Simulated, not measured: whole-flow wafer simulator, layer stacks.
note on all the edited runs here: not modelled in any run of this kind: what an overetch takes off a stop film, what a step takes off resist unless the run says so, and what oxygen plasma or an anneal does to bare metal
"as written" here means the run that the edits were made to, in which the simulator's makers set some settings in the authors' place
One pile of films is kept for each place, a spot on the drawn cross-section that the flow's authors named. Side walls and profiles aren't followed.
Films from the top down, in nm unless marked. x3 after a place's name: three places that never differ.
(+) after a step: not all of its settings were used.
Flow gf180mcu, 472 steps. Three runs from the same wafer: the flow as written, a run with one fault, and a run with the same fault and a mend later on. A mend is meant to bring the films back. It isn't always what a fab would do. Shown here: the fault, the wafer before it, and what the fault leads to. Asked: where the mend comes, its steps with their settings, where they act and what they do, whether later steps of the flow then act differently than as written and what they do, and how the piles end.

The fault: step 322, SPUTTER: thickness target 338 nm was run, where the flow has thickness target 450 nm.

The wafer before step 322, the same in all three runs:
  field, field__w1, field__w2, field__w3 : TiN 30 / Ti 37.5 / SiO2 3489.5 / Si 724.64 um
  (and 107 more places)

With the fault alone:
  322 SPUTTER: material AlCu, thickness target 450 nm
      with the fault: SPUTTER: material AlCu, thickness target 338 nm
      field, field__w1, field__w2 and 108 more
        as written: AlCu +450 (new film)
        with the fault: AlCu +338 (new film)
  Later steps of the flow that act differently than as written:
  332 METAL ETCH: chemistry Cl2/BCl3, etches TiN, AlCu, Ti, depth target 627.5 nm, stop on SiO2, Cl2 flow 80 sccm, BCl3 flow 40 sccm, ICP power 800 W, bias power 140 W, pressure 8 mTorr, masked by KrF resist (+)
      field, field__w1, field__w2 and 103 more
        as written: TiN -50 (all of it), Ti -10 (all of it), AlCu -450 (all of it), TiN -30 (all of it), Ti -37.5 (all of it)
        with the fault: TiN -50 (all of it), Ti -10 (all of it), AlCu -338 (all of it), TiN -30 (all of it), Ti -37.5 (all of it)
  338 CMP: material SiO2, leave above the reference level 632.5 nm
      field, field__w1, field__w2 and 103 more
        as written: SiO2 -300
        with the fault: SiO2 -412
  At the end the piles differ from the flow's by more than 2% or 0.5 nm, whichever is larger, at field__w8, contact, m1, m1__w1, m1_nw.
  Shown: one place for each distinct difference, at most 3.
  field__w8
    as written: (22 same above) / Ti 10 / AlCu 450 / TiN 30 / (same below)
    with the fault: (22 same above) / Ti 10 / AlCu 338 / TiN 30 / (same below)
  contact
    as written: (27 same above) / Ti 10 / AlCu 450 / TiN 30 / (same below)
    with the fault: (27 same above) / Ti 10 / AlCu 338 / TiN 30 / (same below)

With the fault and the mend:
  The mend comes after step 322.
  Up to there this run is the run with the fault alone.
  322a SPUTTER: material AlCu, thickness target 112 nm (the flow's step 322 once more, with other settings)
      field, field__w1, field__w2 and 108 more
        AlCu +112
  No later step of the flow acts differently than as written at any place that is followed.
  At the end the piles are the same as the flow's at every place that both follow.
